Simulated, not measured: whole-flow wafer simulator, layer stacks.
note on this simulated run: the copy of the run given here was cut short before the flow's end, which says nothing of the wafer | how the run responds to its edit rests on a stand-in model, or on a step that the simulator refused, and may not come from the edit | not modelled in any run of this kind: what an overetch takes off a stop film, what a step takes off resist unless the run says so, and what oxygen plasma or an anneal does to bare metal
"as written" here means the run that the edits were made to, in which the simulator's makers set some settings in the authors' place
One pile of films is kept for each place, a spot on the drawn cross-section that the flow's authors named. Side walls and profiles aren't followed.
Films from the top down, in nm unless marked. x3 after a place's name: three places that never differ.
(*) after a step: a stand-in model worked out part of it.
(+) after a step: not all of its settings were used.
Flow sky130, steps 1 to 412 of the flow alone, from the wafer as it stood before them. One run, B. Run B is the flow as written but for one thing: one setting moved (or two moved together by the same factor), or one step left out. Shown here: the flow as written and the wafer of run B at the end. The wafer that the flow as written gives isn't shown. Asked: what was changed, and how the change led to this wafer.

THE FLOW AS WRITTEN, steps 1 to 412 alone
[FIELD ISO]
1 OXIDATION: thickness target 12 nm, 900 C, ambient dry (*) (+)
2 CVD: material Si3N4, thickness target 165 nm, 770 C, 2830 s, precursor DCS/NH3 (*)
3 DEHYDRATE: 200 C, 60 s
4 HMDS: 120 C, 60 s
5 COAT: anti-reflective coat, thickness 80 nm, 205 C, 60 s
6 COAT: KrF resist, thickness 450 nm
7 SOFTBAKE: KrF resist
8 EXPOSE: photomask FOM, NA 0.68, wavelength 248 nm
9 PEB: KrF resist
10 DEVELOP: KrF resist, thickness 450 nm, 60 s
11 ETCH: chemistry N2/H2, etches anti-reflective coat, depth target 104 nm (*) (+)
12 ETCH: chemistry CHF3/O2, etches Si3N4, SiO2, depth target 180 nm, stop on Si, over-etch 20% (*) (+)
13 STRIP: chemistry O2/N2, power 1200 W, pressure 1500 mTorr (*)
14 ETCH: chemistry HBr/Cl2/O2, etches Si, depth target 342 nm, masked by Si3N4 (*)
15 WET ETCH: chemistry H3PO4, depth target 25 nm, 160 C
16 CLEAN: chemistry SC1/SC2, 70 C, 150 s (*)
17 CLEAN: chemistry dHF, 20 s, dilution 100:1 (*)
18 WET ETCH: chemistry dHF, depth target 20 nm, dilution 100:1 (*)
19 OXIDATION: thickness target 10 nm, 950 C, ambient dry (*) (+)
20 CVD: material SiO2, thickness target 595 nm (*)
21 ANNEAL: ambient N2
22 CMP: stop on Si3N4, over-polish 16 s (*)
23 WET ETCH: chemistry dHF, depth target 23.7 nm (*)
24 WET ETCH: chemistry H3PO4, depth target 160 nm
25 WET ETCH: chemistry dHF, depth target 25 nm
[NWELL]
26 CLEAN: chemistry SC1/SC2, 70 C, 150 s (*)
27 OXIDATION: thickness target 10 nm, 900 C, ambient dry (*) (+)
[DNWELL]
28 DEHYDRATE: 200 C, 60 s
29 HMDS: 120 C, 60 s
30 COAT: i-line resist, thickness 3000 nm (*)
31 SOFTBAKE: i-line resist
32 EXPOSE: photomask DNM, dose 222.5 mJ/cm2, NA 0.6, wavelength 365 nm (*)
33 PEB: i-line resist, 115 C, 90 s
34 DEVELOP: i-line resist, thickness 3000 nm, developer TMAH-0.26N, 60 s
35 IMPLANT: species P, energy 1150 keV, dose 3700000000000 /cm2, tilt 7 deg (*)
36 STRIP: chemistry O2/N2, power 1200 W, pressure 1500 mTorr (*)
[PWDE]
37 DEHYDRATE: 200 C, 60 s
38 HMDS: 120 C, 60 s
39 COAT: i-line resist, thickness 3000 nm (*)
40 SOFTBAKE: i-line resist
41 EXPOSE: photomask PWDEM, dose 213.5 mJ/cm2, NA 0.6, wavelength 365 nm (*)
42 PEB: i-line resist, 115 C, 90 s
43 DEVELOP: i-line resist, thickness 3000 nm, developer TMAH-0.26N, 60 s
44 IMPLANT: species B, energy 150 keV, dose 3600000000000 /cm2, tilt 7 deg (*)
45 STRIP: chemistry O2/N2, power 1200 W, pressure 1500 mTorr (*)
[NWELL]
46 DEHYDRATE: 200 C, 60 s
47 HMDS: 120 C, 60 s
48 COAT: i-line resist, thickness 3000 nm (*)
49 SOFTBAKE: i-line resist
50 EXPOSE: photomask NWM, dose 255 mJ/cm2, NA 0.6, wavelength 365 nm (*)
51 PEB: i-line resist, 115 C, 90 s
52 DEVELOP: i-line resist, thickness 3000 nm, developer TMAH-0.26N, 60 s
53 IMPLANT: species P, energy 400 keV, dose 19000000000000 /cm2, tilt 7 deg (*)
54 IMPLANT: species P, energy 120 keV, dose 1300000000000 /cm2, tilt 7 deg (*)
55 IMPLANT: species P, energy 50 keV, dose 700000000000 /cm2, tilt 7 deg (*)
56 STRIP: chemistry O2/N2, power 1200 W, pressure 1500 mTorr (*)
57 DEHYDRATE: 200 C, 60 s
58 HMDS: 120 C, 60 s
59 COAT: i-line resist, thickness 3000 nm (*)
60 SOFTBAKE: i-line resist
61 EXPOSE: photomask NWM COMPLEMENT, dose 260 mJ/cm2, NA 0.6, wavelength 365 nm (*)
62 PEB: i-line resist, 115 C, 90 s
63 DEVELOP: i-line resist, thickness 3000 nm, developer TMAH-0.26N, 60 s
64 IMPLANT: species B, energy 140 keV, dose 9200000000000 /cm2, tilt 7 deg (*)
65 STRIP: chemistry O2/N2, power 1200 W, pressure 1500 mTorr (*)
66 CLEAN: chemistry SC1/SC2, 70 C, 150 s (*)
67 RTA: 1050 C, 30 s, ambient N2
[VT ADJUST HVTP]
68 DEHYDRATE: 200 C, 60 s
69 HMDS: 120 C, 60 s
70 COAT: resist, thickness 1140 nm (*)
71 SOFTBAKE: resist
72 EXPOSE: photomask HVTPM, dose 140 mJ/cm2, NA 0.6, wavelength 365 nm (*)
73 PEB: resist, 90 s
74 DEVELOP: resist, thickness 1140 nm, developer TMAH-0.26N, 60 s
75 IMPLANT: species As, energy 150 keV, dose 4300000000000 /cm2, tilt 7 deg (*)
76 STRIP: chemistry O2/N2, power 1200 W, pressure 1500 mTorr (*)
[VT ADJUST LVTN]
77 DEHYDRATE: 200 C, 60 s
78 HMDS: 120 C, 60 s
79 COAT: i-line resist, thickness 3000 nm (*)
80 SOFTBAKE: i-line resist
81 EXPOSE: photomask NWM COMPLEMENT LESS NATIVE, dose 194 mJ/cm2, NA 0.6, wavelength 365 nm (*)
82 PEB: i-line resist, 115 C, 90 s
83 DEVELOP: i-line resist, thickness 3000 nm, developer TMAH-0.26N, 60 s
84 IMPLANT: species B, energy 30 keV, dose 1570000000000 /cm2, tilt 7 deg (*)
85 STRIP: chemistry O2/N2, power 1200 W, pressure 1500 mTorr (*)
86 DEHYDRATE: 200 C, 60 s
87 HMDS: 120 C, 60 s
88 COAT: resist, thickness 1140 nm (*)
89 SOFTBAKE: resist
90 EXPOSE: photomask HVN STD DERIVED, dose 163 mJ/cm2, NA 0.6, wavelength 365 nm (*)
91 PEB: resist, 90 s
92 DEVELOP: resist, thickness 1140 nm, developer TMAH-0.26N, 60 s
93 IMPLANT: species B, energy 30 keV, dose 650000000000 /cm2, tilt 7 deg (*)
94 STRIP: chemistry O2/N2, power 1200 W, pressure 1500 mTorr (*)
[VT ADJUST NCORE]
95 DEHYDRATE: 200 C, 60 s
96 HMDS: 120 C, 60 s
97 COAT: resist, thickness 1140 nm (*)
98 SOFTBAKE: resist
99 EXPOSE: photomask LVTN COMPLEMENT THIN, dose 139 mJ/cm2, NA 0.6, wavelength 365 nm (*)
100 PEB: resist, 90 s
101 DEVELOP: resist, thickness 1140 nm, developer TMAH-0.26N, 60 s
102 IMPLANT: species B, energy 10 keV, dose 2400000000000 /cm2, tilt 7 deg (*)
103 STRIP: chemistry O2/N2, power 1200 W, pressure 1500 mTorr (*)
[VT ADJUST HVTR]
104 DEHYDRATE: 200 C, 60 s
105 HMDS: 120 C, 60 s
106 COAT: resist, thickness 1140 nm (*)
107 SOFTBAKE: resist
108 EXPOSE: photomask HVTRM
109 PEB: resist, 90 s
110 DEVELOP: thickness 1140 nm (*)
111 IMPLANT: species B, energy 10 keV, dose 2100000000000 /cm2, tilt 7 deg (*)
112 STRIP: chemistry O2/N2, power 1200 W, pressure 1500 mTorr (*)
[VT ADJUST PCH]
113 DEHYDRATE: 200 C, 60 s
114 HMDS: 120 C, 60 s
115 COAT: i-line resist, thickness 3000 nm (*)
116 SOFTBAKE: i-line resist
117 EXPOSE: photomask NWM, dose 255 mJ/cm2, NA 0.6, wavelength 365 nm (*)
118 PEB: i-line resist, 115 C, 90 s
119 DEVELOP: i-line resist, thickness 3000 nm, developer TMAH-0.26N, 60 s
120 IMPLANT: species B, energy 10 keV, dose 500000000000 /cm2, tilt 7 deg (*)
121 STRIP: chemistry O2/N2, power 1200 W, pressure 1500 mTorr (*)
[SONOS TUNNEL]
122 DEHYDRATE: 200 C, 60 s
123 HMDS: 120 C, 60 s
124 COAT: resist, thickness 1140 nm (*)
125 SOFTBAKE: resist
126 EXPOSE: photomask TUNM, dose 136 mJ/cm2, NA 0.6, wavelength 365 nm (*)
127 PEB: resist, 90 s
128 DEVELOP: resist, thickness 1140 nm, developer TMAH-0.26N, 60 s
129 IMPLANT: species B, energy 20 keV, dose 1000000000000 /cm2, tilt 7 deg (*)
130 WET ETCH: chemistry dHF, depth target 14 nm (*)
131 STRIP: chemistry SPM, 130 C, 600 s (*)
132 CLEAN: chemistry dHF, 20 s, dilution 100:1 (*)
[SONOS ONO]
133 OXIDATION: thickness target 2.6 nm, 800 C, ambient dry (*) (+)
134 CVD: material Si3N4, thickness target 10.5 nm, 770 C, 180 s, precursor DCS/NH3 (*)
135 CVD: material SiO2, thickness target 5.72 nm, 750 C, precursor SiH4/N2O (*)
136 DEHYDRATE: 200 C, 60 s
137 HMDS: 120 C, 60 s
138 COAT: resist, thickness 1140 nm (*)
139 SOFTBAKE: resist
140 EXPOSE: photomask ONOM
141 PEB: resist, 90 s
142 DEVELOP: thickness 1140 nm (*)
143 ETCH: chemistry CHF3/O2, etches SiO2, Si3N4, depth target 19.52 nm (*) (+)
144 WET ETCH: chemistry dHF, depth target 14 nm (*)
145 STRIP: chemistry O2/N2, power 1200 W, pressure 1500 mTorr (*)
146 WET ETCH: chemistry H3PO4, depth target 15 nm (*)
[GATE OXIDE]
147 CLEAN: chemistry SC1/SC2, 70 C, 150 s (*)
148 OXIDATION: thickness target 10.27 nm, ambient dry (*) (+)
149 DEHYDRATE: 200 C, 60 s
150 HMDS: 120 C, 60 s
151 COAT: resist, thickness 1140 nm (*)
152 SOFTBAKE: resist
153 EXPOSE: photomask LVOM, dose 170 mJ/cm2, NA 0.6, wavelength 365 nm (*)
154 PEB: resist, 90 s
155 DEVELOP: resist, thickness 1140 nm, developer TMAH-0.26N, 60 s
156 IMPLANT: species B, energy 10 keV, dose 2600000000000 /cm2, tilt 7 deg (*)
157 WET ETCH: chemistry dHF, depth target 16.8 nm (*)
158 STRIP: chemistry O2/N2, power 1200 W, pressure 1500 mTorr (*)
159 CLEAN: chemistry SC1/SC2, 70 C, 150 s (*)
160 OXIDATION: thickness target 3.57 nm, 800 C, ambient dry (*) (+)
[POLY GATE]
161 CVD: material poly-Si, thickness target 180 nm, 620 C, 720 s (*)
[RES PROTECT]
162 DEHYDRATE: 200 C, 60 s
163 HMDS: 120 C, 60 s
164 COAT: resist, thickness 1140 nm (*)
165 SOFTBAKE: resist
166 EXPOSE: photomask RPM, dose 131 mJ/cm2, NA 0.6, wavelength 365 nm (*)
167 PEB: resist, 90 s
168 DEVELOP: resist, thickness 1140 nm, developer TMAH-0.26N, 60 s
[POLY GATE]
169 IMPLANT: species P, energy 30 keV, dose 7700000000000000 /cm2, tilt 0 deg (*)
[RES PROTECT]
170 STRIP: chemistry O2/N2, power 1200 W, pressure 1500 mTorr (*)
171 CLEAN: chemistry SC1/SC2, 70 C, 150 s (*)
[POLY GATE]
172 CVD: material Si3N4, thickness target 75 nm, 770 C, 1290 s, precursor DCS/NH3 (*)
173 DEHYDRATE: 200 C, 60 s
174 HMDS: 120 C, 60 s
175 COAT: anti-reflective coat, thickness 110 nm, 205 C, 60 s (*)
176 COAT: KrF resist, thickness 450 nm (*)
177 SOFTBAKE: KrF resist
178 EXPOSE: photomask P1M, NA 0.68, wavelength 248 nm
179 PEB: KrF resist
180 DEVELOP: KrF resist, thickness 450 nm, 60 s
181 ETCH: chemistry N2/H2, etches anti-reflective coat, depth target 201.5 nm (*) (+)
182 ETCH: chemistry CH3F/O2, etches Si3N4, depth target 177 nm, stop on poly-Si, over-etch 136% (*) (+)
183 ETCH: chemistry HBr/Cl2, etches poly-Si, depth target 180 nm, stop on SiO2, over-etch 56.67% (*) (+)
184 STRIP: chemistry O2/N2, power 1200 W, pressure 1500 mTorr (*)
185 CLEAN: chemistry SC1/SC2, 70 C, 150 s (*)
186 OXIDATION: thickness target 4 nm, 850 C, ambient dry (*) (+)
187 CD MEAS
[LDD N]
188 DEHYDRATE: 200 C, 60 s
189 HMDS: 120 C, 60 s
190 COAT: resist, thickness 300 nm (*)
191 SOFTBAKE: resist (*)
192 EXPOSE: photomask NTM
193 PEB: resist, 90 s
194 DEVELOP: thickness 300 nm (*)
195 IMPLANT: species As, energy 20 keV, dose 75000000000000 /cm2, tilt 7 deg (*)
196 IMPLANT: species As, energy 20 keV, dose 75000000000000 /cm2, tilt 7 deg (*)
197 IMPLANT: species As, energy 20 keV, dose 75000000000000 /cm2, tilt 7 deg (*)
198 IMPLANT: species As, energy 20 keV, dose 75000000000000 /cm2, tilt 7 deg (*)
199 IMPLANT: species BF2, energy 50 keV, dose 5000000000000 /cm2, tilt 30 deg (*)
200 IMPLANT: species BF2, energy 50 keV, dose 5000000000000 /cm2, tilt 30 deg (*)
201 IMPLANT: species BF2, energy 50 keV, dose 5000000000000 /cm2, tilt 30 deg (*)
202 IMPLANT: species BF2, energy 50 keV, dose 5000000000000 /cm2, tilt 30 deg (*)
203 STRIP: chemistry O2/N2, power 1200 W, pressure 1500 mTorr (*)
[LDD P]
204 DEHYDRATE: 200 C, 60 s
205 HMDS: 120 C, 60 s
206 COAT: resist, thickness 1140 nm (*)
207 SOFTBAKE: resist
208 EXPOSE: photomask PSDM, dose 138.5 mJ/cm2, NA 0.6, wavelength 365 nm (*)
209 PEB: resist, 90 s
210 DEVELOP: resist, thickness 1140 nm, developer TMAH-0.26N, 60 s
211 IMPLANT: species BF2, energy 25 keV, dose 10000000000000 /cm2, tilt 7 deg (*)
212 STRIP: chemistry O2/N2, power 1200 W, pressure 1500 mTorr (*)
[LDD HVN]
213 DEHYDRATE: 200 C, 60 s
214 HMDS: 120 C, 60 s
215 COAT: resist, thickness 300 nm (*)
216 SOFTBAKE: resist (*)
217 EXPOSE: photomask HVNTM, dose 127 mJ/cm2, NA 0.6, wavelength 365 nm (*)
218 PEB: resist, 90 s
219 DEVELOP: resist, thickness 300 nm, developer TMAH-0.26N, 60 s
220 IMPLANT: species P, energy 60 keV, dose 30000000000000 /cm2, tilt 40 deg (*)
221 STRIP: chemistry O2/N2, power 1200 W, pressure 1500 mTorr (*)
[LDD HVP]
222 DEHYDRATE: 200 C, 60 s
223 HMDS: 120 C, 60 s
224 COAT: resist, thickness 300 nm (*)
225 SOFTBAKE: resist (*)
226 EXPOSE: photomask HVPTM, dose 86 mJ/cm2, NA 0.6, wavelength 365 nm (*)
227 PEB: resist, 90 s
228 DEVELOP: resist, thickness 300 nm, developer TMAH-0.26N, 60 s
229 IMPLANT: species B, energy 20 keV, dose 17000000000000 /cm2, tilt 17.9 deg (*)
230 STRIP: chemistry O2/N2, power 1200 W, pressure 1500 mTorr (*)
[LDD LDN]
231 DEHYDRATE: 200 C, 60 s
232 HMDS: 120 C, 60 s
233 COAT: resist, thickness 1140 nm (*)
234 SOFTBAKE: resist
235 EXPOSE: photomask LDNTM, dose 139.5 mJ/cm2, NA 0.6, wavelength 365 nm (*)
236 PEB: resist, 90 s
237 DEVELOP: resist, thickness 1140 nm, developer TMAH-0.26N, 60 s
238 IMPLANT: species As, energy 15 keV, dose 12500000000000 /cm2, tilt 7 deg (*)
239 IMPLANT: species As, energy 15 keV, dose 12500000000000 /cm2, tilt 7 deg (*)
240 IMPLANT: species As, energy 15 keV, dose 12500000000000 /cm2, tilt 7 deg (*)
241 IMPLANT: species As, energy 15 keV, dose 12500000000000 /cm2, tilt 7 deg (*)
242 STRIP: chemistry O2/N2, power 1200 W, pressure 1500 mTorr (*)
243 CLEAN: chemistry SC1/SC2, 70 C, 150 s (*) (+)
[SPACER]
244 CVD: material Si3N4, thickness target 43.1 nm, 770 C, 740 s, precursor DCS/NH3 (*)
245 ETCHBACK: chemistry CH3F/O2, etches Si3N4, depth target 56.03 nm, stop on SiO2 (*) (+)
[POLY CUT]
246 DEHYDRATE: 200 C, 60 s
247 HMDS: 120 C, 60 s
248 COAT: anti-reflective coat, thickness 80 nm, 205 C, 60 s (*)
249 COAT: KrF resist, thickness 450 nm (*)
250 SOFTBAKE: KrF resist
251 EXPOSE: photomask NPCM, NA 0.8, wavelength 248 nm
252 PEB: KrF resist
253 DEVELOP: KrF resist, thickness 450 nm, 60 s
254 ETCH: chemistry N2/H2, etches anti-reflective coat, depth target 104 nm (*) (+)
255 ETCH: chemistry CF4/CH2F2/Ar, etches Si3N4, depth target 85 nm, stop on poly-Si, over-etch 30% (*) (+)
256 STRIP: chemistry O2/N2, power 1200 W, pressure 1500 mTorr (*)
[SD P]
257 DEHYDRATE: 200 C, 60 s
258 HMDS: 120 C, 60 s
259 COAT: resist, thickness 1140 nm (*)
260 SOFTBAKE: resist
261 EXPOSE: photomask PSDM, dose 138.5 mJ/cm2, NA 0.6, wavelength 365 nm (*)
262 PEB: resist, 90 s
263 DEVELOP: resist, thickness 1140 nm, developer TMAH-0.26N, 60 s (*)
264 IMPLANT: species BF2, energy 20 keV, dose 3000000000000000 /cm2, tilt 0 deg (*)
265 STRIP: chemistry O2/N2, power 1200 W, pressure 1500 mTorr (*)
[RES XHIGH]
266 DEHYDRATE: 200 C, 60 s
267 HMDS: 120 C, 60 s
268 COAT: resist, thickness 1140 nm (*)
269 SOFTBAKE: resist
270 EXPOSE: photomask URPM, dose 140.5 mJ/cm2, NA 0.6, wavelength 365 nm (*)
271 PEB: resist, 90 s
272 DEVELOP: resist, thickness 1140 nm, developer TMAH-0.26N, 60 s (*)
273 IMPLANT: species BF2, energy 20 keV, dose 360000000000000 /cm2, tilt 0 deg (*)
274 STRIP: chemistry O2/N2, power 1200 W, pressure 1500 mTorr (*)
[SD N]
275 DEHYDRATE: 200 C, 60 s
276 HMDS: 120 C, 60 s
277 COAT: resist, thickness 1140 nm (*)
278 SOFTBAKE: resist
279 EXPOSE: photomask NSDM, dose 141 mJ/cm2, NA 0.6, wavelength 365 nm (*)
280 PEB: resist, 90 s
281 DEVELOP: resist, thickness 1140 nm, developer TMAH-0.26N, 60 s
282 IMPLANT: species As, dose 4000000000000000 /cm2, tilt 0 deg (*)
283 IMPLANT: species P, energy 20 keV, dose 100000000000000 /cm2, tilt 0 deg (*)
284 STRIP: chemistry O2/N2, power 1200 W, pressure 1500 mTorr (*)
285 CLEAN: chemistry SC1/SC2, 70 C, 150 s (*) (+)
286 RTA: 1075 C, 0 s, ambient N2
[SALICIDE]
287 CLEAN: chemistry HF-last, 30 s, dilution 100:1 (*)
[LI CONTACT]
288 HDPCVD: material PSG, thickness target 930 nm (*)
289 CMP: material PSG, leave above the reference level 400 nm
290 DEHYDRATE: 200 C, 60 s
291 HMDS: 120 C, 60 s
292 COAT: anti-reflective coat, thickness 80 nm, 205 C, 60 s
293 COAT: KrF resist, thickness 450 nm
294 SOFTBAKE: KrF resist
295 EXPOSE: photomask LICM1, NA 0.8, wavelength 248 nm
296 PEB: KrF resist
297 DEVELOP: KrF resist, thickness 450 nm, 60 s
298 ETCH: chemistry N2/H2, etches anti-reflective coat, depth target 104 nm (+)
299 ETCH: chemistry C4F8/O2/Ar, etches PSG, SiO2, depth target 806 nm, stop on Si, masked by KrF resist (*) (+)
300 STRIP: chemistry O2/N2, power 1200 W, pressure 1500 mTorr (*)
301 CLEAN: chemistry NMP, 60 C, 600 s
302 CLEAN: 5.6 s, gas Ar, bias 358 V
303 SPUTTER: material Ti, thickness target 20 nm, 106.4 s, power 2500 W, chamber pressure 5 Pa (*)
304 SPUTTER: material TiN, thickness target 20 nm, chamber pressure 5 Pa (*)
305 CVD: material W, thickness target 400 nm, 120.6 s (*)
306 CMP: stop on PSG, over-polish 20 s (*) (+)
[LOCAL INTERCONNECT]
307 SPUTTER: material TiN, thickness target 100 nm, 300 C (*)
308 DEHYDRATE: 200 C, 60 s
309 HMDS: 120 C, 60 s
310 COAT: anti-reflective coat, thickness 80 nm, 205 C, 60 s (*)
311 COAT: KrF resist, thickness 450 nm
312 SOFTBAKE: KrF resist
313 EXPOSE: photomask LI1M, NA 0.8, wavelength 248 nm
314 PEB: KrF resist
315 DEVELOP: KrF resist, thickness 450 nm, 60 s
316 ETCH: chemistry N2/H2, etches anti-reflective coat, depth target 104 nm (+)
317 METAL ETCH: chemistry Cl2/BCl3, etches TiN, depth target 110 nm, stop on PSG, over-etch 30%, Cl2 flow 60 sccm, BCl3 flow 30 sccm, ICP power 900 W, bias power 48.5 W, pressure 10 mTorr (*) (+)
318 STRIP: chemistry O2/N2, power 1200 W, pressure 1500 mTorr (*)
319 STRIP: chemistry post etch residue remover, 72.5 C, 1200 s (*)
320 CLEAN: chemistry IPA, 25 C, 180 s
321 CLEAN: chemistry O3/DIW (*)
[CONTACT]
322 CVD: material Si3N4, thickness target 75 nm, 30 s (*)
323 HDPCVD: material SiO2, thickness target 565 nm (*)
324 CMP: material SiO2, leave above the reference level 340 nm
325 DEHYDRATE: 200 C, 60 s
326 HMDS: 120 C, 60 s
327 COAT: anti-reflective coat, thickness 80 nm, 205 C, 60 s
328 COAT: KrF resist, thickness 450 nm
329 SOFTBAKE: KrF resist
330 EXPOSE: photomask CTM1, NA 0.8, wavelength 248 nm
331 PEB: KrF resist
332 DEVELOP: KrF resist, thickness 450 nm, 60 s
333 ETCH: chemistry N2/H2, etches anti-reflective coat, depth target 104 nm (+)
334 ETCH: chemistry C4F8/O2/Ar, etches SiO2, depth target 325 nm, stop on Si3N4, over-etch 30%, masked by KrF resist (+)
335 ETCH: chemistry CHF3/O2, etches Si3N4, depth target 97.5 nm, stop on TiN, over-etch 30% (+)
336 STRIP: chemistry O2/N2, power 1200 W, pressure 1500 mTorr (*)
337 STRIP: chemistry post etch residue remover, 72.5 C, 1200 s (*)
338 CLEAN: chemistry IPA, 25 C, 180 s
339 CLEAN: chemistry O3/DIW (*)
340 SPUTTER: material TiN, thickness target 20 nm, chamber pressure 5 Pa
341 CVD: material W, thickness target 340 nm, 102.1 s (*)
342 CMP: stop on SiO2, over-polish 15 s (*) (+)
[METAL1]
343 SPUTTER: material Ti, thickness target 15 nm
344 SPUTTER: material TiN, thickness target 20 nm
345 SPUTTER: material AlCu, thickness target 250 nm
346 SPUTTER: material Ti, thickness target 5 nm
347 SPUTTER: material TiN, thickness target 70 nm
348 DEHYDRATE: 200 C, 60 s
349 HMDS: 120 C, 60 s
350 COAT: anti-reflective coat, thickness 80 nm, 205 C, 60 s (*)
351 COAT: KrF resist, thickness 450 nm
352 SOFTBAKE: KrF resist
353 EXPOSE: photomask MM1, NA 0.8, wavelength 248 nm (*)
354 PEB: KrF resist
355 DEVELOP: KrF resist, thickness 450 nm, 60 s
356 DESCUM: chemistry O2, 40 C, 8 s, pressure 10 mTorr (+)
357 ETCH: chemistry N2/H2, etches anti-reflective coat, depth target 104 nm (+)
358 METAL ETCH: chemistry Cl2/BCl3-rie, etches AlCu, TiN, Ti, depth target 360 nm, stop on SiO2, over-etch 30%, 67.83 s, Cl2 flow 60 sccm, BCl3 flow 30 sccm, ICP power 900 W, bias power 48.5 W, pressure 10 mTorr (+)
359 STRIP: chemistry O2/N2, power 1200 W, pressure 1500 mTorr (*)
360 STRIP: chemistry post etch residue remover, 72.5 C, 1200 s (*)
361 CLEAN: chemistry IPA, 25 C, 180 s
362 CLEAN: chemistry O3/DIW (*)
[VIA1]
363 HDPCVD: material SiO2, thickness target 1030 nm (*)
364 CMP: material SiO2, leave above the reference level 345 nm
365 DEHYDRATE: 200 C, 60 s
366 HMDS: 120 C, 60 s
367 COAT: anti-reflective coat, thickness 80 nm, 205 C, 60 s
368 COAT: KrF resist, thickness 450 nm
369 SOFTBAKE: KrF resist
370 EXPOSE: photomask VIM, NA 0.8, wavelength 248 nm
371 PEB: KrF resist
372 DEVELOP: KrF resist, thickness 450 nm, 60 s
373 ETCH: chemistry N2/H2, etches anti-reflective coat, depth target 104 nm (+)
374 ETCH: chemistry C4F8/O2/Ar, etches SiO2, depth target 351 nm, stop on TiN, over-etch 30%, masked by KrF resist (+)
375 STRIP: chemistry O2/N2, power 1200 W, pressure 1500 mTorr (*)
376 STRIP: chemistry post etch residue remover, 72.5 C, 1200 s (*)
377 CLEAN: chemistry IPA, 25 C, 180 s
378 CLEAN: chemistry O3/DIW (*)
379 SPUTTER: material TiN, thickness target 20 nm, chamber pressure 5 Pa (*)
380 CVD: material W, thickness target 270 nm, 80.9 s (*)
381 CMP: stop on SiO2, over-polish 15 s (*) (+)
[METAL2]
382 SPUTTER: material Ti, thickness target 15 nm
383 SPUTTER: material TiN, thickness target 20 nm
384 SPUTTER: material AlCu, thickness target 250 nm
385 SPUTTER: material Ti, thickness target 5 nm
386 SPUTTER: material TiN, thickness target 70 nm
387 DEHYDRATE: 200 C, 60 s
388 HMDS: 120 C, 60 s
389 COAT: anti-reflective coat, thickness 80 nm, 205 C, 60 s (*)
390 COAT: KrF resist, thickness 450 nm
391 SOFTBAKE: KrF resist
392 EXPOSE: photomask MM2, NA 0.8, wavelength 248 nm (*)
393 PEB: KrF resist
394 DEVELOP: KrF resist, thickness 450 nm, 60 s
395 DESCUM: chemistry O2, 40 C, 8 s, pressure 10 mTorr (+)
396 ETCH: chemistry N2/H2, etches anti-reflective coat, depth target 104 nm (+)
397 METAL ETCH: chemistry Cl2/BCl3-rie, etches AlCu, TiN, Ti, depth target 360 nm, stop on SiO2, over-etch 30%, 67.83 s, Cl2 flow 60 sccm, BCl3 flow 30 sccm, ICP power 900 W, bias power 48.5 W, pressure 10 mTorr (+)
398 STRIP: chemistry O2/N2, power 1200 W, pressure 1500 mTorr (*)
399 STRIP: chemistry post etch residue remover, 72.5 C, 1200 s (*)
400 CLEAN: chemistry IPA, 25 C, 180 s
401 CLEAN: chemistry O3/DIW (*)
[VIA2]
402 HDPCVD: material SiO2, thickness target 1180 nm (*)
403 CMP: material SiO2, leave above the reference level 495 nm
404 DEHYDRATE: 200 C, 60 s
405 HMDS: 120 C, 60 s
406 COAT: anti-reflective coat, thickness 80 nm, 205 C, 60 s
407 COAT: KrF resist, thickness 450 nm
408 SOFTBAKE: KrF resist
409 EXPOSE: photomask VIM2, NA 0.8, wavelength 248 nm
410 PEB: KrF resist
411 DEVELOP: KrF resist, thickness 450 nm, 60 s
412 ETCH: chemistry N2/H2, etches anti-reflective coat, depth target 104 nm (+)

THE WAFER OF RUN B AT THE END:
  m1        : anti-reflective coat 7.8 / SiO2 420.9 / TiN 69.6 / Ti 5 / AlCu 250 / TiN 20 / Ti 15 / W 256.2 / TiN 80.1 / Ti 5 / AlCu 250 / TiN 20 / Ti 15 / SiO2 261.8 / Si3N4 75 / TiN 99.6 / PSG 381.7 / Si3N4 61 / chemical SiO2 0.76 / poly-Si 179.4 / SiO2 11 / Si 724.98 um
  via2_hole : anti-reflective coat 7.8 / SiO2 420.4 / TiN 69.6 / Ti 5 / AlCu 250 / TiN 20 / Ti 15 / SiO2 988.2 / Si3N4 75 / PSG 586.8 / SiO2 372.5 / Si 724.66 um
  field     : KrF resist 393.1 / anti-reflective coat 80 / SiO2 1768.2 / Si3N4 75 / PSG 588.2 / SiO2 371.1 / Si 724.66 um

The cause: step 412, ETCH: depth target 72.2 nm was run, where the flow has depth target 104 nm.

How the change led to this, step by step:
  412 ETCH: chemistry N2/H2, etches anti-reflective coat, depth target 104 nm (+)
      m1, via2_hole: anti-reflective coat -72.2 (as written it would be: anti-reflective coat -80 (all of it), SiO2 -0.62)
      field, active, n_well and 186 more: KrF resist -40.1 (as written it would be: KrF resist -57.8)
